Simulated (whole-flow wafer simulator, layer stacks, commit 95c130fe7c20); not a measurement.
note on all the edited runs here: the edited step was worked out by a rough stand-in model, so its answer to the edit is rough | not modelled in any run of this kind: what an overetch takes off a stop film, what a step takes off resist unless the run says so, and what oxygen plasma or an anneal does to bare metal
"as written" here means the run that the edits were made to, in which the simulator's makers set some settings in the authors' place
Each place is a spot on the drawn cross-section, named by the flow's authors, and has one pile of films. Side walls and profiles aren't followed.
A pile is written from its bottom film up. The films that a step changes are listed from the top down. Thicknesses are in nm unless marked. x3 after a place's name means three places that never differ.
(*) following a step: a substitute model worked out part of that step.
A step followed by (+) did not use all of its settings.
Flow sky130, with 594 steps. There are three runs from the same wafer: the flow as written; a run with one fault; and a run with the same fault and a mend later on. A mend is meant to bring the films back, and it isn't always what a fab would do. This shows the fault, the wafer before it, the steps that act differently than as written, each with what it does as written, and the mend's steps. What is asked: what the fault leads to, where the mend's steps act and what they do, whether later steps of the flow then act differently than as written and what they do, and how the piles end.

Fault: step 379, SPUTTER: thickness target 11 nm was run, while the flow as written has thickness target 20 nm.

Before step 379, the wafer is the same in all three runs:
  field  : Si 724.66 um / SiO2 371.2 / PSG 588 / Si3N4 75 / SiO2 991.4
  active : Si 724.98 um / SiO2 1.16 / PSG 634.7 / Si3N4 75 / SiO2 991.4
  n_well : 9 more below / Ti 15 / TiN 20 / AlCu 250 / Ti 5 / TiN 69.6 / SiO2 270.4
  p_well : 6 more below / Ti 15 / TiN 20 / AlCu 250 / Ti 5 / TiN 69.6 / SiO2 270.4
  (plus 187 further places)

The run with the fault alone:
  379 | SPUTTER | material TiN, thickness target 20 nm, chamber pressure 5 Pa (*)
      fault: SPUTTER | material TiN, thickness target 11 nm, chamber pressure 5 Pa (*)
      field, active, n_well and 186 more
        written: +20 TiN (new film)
        fault: +11 TiN (new film)
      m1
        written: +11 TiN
        fault: +6.05 TiN
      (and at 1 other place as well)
  Steps later in the flow that act otherwise than as written (not shown: 8 more steps that differ only slightly, by at most 2% or 0.5 nm, whichever is larger):
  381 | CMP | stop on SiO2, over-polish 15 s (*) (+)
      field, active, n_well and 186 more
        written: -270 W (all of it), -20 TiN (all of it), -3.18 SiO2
        fault: -270 W (all of it), -11 TiN (all of it), -3.18 SiO2
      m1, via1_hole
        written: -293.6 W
        fault: -284.6 W
  By the end, the piles at m1, via1_hole depart from the flow's by more than 2% or 0.5 nm, whichever is larger.
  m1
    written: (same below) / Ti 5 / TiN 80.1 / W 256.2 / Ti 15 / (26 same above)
    fault: (same below) / Ti 5 / TiN 75.2 / W 261.1 / Ti 15 / (26 same above)
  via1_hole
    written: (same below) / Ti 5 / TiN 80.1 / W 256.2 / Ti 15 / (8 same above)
    fault: (same below) / Ti 5 / TiN 75.2 / W 261.2 / Ti 15 / (8 same above)

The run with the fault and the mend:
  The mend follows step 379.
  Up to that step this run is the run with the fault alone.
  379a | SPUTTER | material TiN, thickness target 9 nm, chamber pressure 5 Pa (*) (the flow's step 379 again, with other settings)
      field, active, n_well and 186 more
        +9 TiN
      m1
        +4.9 TiN
      via1_hole
        +4.86 TiN
  Every later step of the flow that is run acts as written, at every place that is followed, to within 2% or 0.5 nm, whichever is larger.
  At the end the piles are close to the flow's at the places that both follow, differing by at most 2% or 0.5 nm, whichever is larger.
